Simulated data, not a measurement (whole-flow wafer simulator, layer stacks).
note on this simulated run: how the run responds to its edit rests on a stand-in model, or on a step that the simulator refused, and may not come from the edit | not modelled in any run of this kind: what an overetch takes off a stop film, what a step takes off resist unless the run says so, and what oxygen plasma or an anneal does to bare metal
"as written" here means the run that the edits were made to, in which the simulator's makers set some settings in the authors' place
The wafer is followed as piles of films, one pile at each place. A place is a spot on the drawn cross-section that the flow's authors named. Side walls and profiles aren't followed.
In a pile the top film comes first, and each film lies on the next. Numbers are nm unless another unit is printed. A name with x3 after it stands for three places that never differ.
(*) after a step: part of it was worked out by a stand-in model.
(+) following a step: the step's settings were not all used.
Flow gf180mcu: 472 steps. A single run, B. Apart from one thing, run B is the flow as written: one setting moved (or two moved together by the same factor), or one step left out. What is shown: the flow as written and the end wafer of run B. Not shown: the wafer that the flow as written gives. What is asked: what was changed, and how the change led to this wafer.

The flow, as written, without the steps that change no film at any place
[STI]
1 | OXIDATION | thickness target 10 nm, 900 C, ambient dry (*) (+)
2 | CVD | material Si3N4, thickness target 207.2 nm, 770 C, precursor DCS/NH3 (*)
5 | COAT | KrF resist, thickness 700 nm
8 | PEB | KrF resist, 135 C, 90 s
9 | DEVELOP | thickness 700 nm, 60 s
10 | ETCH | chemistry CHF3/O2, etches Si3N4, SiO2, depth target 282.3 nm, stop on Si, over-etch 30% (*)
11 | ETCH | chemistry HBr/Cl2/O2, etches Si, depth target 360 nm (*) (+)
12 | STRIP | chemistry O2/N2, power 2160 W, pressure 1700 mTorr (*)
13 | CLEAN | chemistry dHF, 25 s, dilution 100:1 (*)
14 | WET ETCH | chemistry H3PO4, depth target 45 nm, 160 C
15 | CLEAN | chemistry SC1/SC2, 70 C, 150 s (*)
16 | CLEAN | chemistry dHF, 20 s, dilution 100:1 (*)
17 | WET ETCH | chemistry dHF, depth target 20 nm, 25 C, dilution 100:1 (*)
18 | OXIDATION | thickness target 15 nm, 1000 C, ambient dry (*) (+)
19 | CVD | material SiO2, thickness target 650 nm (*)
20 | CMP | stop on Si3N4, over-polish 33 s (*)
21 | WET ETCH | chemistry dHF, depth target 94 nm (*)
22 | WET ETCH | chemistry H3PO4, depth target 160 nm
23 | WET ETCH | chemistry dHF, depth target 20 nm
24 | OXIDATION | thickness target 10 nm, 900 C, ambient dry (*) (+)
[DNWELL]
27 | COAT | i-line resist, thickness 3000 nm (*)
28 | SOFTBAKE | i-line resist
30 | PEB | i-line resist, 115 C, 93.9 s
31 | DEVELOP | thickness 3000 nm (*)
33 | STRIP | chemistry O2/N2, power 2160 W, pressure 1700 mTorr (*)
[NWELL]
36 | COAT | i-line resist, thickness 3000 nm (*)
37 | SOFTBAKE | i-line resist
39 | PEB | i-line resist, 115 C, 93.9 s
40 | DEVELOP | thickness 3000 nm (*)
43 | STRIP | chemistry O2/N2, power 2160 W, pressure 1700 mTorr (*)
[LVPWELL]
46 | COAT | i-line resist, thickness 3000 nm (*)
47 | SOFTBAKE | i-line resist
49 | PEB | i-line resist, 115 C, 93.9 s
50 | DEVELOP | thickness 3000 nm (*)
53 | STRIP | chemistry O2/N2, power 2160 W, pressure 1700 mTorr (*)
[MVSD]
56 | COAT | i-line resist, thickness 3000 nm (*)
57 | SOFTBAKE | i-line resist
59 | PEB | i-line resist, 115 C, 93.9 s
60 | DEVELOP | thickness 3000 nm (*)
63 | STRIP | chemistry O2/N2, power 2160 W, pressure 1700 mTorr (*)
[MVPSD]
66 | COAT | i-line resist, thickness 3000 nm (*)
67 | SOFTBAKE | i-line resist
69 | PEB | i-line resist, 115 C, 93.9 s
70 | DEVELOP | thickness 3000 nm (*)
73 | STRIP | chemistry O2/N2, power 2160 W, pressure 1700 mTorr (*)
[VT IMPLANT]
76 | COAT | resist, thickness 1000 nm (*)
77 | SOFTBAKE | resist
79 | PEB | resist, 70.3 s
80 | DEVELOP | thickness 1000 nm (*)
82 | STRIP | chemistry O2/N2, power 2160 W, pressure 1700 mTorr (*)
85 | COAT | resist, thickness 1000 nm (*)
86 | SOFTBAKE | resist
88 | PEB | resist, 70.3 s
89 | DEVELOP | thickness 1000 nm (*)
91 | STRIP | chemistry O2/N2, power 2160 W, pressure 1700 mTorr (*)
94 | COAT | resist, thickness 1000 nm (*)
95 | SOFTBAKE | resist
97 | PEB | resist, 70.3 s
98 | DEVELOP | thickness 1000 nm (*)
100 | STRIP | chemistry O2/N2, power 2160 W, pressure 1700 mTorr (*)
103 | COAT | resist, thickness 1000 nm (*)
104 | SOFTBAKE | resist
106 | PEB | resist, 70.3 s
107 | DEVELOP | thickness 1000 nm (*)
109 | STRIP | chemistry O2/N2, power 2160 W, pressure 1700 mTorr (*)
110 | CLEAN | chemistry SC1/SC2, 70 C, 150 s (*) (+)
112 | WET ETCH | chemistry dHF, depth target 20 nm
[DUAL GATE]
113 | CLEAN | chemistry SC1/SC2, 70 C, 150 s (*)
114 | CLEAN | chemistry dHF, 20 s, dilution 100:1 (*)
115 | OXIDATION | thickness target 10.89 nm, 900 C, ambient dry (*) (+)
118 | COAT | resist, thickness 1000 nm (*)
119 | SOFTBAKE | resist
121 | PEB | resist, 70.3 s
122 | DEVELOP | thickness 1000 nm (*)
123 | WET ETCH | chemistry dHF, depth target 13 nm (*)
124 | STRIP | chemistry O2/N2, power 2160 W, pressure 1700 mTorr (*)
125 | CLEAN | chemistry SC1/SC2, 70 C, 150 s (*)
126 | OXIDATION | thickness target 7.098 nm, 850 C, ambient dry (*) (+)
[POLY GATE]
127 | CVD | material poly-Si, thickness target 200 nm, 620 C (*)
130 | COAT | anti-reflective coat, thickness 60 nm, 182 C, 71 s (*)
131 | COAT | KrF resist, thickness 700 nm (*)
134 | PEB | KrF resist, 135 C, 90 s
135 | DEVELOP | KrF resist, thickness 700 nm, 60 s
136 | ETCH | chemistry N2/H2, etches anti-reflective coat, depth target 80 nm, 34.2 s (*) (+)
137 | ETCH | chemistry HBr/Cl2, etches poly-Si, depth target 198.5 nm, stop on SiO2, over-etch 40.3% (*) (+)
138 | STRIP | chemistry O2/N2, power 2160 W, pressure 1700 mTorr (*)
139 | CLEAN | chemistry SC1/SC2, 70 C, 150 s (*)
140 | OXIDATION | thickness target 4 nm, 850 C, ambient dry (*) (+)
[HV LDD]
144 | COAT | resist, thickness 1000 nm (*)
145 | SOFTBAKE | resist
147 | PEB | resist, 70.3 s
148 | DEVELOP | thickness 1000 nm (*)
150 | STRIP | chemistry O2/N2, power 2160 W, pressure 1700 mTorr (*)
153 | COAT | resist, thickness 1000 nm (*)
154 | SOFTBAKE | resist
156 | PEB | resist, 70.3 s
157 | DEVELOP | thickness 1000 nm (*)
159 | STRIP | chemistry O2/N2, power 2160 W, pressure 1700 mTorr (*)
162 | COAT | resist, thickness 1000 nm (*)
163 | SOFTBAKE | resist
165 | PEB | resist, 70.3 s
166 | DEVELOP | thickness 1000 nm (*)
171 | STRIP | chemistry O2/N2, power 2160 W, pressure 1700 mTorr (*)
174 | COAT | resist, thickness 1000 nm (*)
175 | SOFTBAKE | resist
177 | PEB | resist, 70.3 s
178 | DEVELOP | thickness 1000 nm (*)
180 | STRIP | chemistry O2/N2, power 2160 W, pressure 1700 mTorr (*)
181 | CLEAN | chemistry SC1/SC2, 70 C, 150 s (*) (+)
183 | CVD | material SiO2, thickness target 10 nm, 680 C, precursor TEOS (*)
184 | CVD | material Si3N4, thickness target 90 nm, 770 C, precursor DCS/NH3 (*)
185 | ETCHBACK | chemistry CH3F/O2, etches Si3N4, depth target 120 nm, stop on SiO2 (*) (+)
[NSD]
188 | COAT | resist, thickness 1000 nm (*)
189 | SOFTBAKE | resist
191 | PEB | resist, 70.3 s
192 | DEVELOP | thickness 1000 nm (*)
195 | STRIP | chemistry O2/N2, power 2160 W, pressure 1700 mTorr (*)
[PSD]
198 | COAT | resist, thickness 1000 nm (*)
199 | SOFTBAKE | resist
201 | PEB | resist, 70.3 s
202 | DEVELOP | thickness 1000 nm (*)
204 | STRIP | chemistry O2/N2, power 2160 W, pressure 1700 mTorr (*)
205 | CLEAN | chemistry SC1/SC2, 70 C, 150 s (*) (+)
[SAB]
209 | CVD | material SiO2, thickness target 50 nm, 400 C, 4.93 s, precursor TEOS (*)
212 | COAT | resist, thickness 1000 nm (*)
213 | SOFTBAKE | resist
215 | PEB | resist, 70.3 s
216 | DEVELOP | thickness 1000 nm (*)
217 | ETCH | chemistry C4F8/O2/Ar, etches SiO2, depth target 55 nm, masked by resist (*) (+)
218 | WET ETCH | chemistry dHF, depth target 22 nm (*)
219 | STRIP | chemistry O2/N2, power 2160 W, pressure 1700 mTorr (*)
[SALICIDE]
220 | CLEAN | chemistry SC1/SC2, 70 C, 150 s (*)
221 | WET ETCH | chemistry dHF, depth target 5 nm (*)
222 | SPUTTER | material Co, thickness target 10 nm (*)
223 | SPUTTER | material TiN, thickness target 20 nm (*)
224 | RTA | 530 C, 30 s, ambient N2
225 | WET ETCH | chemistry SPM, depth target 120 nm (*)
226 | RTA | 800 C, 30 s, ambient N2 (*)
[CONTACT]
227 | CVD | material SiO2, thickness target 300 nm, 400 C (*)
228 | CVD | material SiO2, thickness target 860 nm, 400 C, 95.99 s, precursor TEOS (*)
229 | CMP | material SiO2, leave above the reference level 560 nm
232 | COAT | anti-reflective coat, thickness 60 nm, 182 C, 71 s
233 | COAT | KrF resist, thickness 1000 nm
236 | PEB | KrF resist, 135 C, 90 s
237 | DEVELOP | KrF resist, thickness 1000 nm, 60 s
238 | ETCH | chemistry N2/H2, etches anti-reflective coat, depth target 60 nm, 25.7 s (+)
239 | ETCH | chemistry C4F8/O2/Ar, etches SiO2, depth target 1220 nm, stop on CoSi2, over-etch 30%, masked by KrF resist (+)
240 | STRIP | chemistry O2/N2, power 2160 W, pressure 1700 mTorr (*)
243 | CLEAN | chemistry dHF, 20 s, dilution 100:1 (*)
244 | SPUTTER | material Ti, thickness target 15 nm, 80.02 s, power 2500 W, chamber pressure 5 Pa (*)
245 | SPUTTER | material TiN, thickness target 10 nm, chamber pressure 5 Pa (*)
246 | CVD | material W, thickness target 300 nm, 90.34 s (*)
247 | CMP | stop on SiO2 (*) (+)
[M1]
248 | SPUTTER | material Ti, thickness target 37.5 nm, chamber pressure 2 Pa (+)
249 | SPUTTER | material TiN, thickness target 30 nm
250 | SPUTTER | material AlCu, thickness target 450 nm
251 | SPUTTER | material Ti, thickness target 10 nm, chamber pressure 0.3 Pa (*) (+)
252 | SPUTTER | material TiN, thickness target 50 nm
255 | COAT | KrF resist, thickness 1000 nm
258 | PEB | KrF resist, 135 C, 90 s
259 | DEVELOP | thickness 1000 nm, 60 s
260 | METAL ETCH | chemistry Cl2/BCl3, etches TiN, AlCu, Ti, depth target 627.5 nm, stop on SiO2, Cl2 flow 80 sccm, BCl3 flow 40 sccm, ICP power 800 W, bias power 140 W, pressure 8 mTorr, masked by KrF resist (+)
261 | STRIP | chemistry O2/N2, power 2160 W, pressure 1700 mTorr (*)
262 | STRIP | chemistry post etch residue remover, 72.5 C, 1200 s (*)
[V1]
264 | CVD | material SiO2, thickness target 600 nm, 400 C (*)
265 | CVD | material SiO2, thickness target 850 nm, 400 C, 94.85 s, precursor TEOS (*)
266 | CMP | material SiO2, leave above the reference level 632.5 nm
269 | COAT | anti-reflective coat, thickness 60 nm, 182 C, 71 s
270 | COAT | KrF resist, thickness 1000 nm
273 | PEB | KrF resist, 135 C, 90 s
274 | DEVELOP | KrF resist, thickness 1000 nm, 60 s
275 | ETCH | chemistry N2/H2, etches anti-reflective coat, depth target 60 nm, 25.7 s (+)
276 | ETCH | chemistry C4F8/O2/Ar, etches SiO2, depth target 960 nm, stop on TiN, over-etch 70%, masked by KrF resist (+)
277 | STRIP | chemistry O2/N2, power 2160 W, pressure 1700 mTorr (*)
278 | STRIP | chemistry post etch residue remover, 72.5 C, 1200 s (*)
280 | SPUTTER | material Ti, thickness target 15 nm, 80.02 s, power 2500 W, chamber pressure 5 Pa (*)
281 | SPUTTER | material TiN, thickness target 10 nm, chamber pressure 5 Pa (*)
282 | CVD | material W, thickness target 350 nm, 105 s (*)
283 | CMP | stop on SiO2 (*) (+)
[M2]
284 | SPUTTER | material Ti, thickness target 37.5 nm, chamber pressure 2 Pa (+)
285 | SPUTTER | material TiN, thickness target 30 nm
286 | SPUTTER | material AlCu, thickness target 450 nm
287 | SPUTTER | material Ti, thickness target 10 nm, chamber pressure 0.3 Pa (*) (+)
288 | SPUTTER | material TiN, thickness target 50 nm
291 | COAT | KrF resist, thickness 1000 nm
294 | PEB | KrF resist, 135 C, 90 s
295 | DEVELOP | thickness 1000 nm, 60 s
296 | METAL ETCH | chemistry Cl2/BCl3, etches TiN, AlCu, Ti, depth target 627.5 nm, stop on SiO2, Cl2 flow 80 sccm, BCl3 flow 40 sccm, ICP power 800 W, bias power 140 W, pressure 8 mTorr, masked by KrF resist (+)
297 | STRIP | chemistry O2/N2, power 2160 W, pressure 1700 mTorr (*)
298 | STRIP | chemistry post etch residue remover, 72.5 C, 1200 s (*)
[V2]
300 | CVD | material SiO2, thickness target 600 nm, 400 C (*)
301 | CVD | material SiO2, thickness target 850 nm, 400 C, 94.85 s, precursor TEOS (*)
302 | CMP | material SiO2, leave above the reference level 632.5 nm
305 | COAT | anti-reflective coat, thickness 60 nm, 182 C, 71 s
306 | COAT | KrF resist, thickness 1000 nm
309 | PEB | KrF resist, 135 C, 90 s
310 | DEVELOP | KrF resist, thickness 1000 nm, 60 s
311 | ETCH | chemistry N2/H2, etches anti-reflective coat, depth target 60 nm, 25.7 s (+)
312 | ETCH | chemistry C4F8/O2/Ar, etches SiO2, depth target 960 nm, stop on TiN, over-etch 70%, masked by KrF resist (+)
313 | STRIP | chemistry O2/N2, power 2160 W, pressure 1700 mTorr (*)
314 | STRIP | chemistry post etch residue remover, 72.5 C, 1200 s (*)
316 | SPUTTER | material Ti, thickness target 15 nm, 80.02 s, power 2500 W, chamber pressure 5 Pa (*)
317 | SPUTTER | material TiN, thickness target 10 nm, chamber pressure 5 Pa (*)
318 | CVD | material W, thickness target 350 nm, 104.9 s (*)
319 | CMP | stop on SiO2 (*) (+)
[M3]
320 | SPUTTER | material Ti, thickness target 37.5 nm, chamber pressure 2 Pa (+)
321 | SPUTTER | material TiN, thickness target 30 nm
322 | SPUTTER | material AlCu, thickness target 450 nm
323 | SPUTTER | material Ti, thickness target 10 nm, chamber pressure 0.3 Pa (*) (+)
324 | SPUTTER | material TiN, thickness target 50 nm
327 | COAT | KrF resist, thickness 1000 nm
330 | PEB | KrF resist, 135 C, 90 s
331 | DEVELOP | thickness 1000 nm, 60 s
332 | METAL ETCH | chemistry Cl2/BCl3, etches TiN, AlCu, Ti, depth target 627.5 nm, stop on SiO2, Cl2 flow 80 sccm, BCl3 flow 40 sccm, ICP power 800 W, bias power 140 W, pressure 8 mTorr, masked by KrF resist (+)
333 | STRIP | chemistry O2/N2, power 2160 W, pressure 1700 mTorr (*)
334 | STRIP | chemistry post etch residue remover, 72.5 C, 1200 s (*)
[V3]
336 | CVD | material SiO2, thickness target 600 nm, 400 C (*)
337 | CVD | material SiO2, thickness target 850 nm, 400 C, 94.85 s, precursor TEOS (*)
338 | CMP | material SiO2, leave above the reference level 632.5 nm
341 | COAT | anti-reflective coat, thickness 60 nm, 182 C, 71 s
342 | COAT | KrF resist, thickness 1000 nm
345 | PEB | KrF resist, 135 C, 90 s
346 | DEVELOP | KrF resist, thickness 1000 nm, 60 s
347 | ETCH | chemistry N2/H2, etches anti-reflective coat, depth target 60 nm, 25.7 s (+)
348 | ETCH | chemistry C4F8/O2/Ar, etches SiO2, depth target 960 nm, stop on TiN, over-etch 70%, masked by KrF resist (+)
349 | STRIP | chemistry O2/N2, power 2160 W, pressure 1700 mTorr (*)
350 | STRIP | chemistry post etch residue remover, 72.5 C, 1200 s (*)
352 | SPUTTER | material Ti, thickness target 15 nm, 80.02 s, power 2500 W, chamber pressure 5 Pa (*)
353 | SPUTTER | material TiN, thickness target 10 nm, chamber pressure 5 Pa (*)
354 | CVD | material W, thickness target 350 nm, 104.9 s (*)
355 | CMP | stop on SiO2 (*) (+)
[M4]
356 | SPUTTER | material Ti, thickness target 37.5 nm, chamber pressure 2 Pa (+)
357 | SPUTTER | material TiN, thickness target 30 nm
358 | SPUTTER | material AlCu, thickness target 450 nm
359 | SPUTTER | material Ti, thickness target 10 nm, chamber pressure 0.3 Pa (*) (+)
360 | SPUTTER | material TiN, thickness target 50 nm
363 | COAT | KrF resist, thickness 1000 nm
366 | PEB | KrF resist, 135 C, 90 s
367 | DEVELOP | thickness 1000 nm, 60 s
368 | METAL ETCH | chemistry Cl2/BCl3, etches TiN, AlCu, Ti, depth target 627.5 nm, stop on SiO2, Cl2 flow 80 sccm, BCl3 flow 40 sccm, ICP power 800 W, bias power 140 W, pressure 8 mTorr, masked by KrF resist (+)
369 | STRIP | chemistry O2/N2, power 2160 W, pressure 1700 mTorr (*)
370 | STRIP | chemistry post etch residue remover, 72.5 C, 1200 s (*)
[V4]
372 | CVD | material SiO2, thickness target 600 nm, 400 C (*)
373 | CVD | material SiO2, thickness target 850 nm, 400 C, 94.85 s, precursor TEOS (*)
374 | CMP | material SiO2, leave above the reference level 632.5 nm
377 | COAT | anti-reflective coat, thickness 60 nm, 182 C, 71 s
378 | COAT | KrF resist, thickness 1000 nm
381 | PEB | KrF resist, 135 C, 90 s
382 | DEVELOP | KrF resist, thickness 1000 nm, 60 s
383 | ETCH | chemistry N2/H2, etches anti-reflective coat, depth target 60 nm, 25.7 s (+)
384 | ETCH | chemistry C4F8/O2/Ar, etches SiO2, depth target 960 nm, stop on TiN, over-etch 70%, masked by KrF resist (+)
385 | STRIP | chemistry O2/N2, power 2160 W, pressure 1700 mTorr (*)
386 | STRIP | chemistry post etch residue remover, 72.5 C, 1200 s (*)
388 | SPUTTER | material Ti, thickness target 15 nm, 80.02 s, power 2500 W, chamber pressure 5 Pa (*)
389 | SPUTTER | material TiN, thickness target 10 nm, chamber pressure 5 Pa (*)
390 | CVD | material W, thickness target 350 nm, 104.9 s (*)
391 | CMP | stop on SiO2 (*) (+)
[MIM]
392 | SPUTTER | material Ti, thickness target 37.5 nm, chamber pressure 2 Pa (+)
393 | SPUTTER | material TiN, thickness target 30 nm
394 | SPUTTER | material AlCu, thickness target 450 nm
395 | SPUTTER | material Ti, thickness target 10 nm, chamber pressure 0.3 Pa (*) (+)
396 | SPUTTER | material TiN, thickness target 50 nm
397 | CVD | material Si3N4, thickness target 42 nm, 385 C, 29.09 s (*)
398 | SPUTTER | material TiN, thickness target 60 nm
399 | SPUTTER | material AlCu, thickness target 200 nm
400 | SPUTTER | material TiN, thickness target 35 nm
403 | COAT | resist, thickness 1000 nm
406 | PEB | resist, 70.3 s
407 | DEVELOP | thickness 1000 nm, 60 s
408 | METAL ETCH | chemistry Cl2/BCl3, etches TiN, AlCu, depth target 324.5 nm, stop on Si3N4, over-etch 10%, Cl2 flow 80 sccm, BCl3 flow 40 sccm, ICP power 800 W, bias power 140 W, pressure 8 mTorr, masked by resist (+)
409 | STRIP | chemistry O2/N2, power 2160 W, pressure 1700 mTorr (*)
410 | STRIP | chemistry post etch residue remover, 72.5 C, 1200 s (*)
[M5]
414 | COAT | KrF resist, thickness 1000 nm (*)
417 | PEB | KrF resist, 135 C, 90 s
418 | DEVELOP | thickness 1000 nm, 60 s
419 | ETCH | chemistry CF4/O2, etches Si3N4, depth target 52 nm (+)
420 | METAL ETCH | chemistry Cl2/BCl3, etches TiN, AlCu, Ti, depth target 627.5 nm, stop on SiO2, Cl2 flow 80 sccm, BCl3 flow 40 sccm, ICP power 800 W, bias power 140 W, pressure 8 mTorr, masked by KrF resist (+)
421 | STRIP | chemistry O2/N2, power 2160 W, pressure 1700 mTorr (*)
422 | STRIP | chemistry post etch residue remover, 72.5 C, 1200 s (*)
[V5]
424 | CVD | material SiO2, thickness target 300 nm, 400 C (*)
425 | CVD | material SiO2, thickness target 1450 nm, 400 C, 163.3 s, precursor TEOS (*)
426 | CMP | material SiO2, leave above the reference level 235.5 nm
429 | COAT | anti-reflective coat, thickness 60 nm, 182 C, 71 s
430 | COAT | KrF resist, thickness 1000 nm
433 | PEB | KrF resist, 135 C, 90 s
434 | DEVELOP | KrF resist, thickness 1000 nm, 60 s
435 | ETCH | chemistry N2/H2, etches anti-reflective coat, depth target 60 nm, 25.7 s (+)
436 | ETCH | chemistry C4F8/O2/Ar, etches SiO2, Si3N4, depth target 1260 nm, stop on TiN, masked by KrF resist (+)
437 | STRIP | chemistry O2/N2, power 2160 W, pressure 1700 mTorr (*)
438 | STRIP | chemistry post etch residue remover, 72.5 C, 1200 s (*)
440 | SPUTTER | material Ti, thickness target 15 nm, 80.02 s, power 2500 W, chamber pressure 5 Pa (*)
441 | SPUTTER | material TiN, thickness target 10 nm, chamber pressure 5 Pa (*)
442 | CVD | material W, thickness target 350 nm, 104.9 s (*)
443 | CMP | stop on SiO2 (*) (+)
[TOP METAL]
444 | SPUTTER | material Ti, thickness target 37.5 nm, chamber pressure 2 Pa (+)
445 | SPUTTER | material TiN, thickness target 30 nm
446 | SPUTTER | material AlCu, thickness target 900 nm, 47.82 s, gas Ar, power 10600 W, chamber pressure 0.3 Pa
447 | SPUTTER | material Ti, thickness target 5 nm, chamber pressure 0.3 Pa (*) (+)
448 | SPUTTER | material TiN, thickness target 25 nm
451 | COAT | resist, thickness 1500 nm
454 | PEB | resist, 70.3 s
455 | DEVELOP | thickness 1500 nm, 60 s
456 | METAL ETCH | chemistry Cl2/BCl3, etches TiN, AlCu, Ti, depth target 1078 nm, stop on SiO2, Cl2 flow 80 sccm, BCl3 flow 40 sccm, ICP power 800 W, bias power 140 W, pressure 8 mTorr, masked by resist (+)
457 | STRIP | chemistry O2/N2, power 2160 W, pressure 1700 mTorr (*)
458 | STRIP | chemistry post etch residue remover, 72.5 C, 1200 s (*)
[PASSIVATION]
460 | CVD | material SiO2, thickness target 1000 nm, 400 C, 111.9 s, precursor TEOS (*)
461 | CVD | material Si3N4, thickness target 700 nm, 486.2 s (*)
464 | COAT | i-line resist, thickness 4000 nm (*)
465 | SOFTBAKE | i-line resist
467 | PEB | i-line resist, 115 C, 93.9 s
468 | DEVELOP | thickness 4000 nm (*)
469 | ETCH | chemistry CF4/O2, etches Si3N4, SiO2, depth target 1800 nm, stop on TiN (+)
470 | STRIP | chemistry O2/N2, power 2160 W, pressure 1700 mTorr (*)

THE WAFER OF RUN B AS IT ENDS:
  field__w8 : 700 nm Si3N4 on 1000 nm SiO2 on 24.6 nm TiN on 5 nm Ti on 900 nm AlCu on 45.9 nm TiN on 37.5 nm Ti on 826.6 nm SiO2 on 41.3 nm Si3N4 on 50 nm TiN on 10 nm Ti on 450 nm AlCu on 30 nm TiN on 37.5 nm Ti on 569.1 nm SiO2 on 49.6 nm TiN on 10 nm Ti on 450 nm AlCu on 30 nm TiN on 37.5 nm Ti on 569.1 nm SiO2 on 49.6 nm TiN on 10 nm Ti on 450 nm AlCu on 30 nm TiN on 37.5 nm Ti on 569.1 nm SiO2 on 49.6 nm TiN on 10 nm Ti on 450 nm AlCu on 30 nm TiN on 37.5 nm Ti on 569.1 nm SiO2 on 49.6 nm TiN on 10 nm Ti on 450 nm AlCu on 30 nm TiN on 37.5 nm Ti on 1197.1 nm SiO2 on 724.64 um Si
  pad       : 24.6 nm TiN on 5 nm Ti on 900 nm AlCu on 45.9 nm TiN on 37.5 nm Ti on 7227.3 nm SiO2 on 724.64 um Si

The reason: step 445, SPUTTER: thickness target 45.9 nm was run, though the flow has thickness target 30 nm.
The wafer lets one read it off: field__w8 has TiN 45.9, and step 445 as written asks for 30 nm.

Step by step, how the change led to this:
  445 | SPUTTER | material TiN, thickness target 30 nm
      field, field__w1, field__w2 and 109 more: +45.9 TiN (new film) (it would be, as written: +30 TiN (new film))
  456 | METAL ETCH | chemistry Cl2/BCl3, etches TiN, AlCu, Ti, depth target 1078 nm, stop on SiO2, Cl2 flow 80 sccm, BCl3 flow 40 sccm, ICP power 800 W, bias power 140 W, pressure 8 mTorr, masked by resist (+)
      field, field__w1, field__w2 and 103 more: -25 TiN (all of it), -5 Ti (all of it), -900 AlCu (all of it), -45.9 TiN (all of it), -37.5 Ti (all of it) (it would be, as written: -25 TiN (all of it), -5 Ti (all of it), -900 AlCu (all of it), -30 TiN (all of it), -37.5 Ti (all of it))
  465 | SOFTBAKE | i-line resist
      gate: -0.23 i-line resist (it would be, as written: +1.79 i-line resist)
      ld_acc_p, ld_fp_p, ld_drift_p: +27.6 i-line resist (it would be, as written: +33.8 i-line resist)
      (as well as at 63 more places)
